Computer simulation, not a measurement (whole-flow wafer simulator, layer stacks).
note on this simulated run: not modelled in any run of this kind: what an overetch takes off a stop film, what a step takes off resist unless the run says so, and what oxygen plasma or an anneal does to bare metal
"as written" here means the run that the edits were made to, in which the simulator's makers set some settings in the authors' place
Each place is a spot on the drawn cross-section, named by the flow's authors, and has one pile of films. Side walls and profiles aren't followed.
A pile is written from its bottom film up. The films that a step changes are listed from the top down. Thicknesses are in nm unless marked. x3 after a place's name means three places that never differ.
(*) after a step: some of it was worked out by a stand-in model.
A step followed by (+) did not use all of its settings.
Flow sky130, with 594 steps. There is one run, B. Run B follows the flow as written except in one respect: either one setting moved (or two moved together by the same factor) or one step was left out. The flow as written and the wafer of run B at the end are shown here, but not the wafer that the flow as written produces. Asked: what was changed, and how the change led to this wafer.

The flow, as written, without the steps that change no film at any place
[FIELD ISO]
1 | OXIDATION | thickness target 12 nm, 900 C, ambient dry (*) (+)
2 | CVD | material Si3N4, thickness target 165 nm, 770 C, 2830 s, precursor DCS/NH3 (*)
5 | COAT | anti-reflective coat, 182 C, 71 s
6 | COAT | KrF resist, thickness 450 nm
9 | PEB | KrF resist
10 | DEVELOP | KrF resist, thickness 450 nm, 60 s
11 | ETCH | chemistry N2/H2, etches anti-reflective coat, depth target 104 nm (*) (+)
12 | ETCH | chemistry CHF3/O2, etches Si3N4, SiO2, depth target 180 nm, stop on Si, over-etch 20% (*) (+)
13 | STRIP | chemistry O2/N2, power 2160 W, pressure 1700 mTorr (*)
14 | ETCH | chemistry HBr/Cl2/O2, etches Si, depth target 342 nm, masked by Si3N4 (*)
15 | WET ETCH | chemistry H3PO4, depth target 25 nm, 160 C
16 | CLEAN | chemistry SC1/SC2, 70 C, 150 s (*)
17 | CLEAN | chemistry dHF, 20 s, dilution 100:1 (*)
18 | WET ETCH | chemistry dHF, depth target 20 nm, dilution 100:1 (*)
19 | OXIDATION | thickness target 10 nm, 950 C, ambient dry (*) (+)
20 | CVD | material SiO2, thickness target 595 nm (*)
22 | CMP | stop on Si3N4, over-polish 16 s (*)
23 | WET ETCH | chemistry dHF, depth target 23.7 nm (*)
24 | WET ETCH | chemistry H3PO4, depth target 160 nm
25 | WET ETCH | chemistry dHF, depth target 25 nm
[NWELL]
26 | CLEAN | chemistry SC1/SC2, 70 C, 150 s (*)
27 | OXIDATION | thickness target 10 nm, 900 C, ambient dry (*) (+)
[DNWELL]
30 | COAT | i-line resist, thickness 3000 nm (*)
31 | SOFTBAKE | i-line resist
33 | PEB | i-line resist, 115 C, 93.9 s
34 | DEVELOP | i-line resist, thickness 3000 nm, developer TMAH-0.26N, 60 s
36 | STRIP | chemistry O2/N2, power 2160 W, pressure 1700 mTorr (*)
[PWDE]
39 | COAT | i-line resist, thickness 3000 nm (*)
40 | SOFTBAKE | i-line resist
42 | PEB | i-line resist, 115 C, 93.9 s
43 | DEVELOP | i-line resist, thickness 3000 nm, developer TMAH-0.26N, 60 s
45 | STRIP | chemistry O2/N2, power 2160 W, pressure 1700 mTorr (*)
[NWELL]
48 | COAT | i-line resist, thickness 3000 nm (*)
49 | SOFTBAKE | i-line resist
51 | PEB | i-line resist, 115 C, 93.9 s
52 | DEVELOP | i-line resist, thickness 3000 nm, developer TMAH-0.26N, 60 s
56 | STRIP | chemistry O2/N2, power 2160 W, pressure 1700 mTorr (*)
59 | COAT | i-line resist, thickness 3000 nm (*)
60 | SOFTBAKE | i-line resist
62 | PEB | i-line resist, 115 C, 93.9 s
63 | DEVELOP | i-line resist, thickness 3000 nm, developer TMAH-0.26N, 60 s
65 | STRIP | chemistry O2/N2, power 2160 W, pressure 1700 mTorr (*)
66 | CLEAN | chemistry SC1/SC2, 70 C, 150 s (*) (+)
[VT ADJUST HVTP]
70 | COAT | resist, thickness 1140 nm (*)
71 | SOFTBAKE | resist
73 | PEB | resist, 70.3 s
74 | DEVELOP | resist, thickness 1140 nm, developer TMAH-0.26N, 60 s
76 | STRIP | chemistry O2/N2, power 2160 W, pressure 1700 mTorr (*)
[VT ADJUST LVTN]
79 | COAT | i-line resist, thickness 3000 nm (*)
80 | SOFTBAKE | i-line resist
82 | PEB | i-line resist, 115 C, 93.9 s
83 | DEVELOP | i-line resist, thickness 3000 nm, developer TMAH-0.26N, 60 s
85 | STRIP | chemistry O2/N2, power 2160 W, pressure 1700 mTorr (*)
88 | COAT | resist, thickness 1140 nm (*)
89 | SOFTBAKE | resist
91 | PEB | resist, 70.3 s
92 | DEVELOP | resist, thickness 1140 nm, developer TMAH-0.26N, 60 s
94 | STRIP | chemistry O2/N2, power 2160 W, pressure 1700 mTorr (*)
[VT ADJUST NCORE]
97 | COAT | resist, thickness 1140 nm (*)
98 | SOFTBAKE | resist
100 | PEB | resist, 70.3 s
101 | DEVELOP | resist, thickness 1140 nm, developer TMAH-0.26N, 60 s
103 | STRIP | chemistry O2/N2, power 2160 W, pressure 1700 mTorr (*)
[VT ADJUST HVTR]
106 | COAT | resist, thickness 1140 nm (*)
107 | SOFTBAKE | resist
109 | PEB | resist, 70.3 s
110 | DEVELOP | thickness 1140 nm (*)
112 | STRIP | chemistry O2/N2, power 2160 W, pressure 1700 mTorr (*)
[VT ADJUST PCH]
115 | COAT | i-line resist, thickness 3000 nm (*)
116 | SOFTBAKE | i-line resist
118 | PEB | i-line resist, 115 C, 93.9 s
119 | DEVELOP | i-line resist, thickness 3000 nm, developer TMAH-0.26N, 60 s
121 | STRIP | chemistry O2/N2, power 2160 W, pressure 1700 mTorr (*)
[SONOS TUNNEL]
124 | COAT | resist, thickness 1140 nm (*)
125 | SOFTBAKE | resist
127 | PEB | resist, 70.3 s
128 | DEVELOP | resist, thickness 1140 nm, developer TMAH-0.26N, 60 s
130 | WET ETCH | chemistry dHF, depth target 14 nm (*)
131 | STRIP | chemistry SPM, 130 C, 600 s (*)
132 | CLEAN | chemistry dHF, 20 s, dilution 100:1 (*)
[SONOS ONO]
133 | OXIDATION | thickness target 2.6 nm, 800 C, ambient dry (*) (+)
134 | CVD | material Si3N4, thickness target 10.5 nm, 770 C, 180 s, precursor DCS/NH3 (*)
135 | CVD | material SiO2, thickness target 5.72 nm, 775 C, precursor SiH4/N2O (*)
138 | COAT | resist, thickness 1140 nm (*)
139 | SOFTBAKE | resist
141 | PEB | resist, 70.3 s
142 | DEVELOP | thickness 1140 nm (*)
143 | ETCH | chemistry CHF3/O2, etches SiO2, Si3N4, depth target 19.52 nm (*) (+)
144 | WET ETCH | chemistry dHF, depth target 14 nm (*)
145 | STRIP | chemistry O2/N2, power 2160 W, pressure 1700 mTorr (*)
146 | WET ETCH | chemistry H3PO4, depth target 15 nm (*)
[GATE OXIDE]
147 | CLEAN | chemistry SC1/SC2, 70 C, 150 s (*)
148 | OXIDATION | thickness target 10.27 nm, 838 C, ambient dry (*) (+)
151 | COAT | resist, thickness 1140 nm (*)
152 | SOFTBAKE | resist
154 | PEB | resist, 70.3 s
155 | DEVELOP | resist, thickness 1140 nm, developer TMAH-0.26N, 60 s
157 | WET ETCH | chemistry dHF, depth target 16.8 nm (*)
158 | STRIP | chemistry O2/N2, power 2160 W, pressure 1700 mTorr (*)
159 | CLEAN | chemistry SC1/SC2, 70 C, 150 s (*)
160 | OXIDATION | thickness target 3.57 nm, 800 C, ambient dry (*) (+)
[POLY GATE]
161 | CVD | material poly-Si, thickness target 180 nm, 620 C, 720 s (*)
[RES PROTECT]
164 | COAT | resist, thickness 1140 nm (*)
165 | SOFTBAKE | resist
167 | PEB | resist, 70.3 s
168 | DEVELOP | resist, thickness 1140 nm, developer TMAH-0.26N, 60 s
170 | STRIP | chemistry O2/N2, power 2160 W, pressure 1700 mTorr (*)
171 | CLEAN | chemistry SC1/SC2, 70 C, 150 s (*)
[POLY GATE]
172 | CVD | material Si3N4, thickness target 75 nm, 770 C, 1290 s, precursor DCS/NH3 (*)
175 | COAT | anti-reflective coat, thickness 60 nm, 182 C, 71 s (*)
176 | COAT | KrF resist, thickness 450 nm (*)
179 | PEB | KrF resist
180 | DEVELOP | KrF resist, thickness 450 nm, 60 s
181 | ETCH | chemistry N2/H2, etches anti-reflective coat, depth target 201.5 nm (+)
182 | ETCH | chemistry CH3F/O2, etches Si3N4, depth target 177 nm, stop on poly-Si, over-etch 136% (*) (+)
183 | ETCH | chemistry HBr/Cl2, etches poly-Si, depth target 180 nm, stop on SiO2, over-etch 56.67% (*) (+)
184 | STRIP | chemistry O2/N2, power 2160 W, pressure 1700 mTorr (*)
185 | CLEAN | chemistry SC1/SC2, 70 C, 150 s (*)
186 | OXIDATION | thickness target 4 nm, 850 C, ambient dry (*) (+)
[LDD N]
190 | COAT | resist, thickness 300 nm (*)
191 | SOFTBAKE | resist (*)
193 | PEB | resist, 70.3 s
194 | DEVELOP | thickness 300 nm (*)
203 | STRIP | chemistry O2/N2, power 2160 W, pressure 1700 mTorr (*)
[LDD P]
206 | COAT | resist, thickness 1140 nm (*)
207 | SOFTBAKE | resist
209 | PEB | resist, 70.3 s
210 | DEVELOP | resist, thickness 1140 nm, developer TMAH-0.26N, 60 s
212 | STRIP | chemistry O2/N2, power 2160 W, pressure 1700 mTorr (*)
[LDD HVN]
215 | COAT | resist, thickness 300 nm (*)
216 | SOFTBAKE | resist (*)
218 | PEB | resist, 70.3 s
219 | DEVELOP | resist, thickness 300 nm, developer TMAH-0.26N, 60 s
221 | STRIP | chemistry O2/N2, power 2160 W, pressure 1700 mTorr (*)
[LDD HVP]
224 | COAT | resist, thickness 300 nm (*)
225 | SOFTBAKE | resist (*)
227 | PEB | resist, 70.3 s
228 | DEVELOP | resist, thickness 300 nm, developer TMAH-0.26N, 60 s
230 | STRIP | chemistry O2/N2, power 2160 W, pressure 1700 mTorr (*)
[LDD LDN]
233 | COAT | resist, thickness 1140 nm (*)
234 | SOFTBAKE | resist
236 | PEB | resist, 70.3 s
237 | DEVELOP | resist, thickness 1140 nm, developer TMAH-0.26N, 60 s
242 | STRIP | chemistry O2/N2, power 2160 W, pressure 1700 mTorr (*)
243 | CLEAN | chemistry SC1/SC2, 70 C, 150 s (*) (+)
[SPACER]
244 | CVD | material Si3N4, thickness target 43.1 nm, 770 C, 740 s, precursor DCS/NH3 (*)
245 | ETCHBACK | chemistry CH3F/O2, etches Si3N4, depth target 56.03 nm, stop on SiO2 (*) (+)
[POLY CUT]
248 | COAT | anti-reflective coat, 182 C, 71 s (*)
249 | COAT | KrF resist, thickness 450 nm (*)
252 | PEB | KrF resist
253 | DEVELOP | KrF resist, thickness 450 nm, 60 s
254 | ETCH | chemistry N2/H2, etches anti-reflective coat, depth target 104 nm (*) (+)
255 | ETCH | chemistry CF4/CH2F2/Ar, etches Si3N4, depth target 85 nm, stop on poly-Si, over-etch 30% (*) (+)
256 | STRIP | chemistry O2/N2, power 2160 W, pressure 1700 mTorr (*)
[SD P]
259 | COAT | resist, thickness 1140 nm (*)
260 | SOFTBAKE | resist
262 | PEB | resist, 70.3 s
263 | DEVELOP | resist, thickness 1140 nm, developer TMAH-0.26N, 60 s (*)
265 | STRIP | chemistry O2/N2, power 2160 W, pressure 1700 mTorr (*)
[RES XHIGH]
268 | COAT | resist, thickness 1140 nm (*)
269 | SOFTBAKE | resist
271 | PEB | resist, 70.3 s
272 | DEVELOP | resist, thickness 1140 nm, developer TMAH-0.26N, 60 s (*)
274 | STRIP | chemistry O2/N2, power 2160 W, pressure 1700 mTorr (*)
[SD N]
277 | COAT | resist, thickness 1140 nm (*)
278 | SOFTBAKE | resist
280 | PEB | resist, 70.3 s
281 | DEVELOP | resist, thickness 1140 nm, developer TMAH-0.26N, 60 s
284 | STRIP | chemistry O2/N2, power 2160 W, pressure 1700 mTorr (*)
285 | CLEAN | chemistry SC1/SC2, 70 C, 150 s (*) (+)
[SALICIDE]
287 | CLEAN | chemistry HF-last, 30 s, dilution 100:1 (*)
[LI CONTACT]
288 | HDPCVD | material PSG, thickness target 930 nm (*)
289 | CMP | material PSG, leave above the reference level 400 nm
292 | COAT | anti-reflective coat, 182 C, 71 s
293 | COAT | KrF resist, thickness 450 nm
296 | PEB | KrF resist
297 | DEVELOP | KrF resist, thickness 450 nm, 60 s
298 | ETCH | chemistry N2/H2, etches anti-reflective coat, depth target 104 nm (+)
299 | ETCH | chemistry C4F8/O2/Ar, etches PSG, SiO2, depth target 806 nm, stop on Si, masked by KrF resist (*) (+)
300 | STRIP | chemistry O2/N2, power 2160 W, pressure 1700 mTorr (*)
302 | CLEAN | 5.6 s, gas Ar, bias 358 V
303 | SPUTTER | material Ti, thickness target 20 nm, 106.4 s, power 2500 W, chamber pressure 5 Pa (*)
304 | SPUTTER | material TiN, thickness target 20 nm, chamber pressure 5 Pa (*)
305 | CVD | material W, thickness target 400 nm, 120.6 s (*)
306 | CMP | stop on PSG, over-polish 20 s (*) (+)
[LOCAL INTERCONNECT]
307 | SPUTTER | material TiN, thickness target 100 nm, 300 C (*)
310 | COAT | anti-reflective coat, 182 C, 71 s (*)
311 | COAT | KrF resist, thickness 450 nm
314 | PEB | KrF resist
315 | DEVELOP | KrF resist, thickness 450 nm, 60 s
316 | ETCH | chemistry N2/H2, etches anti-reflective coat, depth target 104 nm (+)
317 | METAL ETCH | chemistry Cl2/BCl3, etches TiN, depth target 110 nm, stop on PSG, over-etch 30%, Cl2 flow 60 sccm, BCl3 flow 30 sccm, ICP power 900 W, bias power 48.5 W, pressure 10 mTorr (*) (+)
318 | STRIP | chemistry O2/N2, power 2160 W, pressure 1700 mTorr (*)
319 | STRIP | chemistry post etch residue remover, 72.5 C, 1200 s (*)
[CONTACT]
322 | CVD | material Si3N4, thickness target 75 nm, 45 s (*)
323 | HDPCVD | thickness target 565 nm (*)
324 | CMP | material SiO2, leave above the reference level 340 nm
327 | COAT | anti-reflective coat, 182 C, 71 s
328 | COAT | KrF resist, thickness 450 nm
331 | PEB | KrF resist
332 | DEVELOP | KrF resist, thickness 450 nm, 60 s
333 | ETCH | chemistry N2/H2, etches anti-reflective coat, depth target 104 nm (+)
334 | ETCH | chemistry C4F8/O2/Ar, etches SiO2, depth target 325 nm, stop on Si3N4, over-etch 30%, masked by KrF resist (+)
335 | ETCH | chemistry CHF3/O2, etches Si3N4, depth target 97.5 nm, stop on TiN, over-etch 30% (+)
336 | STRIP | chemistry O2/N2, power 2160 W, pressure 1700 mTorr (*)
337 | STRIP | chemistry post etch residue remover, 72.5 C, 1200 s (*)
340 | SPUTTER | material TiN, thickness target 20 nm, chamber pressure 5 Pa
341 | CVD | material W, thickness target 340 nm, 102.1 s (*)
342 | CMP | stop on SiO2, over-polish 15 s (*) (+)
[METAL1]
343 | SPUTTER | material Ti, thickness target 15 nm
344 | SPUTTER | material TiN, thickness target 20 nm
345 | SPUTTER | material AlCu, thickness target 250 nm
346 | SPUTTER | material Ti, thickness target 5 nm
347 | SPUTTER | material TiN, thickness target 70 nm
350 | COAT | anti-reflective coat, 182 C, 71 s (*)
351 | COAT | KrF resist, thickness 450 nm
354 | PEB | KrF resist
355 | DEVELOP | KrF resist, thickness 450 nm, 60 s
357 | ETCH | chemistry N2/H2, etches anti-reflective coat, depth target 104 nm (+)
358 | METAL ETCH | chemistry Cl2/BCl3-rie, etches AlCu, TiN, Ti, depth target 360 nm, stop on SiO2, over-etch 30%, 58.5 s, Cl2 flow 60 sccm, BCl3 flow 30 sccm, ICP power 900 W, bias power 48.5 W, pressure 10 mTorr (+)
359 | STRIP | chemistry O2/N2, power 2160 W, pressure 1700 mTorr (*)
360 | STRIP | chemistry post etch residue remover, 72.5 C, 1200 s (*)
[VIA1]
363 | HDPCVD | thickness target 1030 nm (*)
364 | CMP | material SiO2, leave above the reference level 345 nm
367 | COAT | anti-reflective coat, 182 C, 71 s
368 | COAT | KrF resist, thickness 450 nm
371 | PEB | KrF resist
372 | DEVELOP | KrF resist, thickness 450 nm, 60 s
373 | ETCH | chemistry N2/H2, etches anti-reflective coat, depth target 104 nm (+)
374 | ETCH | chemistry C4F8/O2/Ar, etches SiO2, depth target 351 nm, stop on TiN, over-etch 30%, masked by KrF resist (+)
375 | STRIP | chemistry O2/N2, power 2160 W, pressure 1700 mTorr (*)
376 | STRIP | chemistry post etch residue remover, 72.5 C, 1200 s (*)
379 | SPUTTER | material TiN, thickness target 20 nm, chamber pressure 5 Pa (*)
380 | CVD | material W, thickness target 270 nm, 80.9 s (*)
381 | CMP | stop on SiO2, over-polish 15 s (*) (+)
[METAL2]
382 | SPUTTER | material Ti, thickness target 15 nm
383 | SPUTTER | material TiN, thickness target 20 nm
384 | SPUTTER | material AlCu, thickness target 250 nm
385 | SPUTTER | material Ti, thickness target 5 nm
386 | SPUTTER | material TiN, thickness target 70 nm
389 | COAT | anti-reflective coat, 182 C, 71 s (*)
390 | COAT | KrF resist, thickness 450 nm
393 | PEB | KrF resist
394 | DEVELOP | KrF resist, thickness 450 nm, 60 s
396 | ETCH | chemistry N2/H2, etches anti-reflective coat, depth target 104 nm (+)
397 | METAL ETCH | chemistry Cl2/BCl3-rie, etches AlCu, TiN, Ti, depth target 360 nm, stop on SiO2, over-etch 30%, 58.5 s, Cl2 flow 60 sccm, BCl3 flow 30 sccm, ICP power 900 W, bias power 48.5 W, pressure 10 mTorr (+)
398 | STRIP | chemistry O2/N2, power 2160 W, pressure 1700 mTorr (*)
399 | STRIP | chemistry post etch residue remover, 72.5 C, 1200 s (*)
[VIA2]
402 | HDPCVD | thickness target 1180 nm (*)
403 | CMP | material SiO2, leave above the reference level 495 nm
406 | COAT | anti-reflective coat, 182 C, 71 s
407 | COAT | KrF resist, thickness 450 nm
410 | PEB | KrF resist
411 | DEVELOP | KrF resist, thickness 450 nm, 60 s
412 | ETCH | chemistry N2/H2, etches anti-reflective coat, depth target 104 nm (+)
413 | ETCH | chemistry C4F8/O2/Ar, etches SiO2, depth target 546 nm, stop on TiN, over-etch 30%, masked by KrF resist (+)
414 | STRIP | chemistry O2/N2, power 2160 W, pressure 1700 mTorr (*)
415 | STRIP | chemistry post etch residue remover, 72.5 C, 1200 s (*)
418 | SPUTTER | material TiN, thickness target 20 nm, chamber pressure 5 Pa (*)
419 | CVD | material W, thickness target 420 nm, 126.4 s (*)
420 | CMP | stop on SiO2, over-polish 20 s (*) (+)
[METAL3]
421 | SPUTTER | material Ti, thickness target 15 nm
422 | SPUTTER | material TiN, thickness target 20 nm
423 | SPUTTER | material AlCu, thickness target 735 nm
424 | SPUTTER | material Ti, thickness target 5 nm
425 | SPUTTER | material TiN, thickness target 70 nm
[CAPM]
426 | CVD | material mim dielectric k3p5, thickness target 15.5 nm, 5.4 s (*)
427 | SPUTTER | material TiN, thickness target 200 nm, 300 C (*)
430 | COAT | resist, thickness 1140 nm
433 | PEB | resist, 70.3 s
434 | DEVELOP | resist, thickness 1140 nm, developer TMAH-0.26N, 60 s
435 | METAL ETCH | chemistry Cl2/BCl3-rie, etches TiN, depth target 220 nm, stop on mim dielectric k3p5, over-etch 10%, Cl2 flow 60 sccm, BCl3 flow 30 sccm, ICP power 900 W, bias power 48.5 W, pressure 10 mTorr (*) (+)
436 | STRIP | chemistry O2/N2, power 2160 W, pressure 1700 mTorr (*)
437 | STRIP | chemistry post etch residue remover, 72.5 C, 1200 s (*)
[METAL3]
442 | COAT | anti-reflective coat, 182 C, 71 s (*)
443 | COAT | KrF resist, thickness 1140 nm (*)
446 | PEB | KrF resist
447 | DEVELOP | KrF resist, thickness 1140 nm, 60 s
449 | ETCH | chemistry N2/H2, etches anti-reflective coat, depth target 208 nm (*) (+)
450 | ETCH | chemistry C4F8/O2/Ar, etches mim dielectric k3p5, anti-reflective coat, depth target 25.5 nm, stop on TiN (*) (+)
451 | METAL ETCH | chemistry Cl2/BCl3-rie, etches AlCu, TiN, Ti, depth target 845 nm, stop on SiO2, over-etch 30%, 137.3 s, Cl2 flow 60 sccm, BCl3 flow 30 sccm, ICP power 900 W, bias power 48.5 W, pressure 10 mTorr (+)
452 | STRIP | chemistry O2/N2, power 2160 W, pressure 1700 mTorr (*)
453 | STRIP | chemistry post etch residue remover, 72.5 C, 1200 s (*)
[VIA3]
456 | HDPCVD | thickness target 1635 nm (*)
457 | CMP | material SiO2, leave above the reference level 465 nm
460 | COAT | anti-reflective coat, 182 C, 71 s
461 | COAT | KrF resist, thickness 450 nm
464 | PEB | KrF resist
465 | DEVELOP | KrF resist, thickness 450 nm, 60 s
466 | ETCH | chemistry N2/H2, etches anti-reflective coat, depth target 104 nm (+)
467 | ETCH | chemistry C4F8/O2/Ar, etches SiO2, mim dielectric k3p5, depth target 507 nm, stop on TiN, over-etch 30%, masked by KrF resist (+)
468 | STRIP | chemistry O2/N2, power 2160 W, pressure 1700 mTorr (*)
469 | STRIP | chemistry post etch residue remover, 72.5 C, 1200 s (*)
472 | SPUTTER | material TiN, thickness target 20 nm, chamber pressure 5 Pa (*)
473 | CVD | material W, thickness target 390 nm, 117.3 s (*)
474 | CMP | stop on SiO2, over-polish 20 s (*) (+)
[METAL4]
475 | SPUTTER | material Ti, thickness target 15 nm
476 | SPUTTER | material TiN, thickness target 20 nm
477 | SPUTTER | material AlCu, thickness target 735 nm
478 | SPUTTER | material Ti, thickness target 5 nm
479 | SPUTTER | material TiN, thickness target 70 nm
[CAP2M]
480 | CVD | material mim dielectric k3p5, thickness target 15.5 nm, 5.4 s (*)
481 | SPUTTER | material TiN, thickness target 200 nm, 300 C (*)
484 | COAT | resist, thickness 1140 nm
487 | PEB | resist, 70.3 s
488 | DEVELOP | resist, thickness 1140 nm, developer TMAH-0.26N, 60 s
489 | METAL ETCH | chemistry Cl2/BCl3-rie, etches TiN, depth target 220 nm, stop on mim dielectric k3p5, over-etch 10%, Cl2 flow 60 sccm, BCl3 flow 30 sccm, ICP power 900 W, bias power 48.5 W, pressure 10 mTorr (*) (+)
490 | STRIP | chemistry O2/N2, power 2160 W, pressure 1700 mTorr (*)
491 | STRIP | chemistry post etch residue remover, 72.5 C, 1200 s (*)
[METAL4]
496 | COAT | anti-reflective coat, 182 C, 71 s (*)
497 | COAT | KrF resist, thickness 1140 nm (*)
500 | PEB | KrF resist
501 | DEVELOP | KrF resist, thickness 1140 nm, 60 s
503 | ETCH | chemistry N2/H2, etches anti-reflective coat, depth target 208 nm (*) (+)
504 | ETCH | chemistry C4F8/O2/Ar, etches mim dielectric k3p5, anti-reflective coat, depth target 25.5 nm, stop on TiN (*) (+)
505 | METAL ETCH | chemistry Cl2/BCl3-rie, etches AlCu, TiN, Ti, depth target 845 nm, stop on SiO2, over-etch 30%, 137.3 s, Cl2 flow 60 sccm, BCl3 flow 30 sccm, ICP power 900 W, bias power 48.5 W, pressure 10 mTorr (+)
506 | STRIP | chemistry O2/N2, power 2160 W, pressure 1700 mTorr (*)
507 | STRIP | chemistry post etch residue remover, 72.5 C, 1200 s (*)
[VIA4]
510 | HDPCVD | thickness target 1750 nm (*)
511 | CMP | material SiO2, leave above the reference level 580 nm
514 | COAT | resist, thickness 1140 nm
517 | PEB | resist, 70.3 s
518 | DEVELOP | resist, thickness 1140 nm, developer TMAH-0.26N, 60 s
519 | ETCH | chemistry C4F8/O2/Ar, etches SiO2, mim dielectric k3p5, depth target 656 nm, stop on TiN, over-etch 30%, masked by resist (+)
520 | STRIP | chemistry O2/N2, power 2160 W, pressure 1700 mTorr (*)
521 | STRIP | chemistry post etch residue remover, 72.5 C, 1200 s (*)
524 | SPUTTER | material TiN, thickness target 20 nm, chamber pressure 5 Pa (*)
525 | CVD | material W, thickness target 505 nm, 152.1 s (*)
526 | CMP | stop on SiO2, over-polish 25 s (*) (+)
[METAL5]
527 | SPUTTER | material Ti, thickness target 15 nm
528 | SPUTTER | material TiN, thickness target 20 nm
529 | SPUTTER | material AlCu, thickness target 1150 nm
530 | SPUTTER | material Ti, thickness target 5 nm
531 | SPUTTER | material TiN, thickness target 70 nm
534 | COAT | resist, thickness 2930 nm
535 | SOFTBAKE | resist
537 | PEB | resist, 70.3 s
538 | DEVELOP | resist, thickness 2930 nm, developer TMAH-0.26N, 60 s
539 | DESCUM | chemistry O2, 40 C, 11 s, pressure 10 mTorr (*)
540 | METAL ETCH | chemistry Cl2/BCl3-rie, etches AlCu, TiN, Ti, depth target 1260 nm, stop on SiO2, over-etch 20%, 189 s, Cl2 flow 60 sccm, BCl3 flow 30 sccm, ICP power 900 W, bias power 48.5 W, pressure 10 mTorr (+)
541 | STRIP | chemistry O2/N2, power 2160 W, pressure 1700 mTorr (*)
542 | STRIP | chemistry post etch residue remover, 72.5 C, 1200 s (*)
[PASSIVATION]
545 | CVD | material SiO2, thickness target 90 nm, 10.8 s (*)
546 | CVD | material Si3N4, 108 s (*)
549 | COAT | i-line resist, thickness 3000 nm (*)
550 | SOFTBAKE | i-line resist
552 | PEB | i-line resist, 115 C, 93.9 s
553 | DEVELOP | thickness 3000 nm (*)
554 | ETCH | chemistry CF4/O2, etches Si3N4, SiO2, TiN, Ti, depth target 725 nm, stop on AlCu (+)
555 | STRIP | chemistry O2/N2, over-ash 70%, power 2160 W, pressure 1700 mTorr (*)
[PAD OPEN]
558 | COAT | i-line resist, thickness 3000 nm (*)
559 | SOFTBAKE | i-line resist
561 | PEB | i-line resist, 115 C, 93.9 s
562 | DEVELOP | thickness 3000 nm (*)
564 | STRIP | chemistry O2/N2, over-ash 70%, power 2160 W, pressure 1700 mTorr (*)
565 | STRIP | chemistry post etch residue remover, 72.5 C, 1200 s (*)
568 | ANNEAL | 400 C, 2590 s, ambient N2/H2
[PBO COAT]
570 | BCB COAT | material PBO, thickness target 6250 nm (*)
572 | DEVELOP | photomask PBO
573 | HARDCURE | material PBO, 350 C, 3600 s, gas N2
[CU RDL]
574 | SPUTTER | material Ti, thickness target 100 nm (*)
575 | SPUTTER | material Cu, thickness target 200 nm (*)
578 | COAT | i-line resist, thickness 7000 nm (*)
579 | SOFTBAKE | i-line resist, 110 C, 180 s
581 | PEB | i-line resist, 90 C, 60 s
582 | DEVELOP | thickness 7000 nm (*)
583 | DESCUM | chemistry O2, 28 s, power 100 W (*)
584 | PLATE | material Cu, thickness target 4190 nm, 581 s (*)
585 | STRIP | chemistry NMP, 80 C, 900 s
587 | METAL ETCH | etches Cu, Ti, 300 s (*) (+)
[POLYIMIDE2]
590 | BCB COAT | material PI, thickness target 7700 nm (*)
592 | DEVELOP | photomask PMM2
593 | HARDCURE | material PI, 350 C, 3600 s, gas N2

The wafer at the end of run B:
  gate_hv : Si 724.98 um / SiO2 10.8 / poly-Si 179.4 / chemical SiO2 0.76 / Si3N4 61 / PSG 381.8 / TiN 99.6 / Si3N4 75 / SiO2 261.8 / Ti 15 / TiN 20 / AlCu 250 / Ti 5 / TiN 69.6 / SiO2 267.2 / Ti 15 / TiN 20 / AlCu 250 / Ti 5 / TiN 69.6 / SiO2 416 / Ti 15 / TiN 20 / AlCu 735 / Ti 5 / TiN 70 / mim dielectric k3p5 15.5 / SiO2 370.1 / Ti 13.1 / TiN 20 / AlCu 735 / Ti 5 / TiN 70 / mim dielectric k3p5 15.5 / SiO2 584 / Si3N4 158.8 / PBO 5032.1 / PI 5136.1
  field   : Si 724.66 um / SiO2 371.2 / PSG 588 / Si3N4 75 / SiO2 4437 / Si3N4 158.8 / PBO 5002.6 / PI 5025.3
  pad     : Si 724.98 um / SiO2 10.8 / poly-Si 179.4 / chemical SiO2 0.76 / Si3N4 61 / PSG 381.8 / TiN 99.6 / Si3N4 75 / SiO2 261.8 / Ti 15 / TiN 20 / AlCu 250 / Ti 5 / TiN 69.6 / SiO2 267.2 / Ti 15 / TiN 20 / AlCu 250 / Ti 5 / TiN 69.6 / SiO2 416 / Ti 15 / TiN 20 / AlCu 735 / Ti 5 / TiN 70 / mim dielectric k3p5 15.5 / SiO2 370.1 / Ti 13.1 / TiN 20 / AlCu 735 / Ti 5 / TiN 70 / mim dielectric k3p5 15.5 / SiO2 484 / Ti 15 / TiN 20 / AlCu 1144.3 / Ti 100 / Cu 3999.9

Cause: step 475, SPUTTER: thickness target 13.1 nm was run, while the flow as written has thickness target 15 nm.
The wafer lets one read it off: gate_hv has Ti 13.1, and step 475 as written asks for 15 nm.

The path from the change to this, step by step:
  475 | SPUTTER | material Ti, thickness target 15 nm
      field, active, n_well and 189 more: Ti gains 13.1 (new film) (as written it would have been: Ti gains 15 (new film))
  505 | METAL ETCH | chemistry Cl2/BCl3-rie, etches AlCu, TiN, Ti, depth target 845 nm, stop on SiO2, over-etch 30%, 137.3 s, Cl2 flow 60 sccm, BCl3 flow 30 sccm, ICP power 900 W, bias power 48.5 W, pressure 10 mTorr (+)
      field, gate, spacer and 68 more: TiN loses 70 (all of it), Ti loses 5 (all of it), AlCu loses 735 (all of it), TiN loses 20 (all of it), Ti loses 13.1 (all of it), SiO2 loses 25.5 (as written it would have been: TiN loses 70 (all of it), Ti loses 5 (all of it), AlCu loses 735 (all of it), TiN loses 20 (all of it), Ti loses 15 (all of it), SiO2 loses 25.4)
      active, vpp_iso1, mim_edge_plate and 14 more: TiN loses 70 (all of it), Ti loses 5 (all of it), AlCu loses 735 (all of it), TiN loses 20 (all of it), Ti loses 13.1 (all of it), SiO2 loses 25.5 (as written it would have been: TiN loses 70 (all of it), Ti loses 5 (all of it), AlCu loses 735 (all of it), TiN loses 20 (all of it), Ti loses 15 (all of it), SiO2 loses 25.3)
